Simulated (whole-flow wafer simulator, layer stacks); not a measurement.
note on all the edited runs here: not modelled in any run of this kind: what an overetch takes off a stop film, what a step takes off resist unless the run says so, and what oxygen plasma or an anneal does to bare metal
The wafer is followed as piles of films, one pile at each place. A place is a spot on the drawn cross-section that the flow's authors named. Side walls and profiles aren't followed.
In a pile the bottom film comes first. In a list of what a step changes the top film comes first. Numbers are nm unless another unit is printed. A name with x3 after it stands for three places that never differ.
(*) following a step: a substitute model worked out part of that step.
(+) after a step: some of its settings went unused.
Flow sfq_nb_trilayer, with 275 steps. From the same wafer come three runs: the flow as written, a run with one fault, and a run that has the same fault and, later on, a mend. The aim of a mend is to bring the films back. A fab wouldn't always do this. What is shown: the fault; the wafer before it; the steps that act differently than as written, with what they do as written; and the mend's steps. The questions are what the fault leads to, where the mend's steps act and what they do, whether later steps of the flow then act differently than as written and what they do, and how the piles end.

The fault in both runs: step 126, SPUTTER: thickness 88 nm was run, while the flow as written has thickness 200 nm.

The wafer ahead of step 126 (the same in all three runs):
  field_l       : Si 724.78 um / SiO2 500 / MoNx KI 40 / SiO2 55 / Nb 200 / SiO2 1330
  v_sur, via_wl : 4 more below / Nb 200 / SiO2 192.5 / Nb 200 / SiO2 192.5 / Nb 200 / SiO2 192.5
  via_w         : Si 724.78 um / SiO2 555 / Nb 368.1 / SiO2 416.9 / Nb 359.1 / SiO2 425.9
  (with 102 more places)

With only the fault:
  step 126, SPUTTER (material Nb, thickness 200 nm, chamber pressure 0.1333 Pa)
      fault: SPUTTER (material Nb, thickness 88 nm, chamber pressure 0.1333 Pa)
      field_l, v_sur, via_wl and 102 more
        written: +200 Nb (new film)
        fault: +88 Nb (new film)
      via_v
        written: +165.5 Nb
        fault: +72.5 Nb
  Steps later in the flow that act otherwise than as written (4 other steps are not shown; they differ only slightly, by no more than 2% or 0.5 nm, whichever is larger):
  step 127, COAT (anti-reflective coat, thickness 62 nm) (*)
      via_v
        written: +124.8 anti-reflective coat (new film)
        fault: +119.3 anti-reflective coat (new film)
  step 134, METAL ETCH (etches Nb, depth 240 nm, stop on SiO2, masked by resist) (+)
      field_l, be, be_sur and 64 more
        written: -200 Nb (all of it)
        fault: -88 Nb (all of it)
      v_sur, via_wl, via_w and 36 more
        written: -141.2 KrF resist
        fault: -77.6 KrF resist
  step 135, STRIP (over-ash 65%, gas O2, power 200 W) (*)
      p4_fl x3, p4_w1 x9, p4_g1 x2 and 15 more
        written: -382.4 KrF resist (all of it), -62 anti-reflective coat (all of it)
        fault: -445.9 KrF resist (all of it), -62 anti-reflective coat (all of it)
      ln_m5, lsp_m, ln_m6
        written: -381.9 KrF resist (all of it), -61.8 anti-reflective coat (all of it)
        fault: -445.5 KrF resist (all of it), -61.8 anti-reflective coat (all of it)
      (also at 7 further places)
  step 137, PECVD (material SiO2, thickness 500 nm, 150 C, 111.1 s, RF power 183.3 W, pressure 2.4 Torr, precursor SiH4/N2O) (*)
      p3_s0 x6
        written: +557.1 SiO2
        fault: +500 SiO2
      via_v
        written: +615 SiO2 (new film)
        fault: +583.7 SiO2 (new film)
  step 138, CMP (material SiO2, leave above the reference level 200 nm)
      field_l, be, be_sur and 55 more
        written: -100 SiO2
        fault: -212 SiO2
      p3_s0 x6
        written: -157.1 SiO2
        fault: -212 SiO2
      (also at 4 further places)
  At field_l, v_sur, via_wl and 103 more, the piles at the end differ from the flow's by more than 2% or 0.5 nm, whichever is larger.
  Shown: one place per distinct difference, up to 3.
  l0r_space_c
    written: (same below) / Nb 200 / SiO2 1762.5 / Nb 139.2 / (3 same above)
    fault: (same below) / Nb 200 / SiO2 1650.5 / Nb 139.2 / (3 same above)
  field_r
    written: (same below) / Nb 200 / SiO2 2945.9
    fault: (same below) / Nb 200 / SiO2 2833.9
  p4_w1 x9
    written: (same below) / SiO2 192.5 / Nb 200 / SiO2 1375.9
    fault: (same below) / SiO2 192.5 / Nb 88 / SiO2 1375.9

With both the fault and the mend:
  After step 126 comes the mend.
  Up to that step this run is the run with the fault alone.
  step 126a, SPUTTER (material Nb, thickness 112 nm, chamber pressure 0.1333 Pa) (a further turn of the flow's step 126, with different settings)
      field_l, v_sur, via_wl and 102 more
        +112 Nb
      via_v
        +92.2 Nb
  None of the later steps of the flow differs from how it acts as written, at any place that is followed, by more than 2% or 0.5 nm, whichever is larger.
  At the end the piles are close to the flow's at the places that both follow, differing by at most 2% or 0.5 nm, whichever is larger.
